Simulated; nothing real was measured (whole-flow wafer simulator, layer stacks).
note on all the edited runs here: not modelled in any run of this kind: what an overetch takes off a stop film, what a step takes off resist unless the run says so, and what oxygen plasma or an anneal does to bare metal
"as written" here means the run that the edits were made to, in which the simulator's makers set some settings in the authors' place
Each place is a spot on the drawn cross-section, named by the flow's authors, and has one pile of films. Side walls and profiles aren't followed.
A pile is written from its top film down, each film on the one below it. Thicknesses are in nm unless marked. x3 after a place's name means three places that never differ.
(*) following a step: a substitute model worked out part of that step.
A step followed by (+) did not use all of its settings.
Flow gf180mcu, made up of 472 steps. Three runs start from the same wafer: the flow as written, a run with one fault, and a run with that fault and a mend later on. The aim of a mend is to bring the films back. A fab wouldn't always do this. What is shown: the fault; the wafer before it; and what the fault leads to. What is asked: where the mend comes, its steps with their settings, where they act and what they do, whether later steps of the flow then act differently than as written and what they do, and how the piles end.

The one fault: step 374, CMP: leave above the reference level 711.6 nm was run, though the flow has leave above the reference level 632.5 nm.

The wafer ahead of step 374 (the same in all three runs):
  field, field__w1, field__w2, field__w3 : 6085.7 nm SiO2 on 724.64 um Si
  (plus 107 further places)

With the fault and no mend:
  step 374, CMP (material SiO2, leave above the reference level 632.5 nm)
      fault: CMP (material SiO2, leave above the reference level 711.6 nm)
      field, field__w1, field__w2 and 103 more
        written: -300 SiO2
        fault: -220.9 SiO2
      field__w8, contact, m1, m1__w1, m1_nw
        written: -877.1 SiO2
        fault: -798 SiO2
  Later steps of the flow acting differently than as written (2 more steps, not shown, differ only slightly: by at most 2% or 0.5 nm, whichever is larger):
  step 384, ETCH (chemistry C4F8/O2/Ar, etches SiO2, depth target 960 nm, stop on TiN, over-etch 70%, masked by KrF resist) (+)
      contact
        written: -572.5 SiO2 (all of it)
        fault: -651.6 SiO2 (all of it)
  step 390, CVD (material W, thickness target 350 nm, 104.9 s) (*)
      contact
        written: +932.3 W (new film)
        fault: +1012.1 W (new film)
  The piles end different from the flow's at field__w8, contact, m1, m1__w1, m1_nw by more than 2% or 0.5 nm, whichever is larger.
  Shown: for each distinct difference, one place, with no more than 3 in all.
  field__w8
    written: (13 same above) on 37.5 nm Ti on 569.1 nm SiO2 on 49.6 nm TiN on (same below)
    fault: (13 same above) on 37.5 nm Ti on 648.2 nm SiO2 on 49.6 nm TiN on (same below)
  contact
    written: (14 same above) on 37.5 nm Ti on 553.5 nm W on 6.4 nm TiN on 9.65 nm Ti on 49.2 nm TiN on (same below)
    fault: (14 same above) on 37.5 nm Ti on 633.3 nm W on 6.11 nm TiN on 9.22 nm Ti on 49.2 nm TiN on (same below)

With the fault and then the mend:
  The mend follows step 374.
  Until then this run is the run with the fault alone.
  step 374a, CMP (material SiO2, leave above the reference level 632.5 nm) (the flow's step 374, run once more)
      field, field__w1, field__w2 and 108 more
        -79.1 SiO2
  Later steps of the flow that are run all act as written at every place that is followed.
  By the end, the piles equal the flow's at every place that both follow.
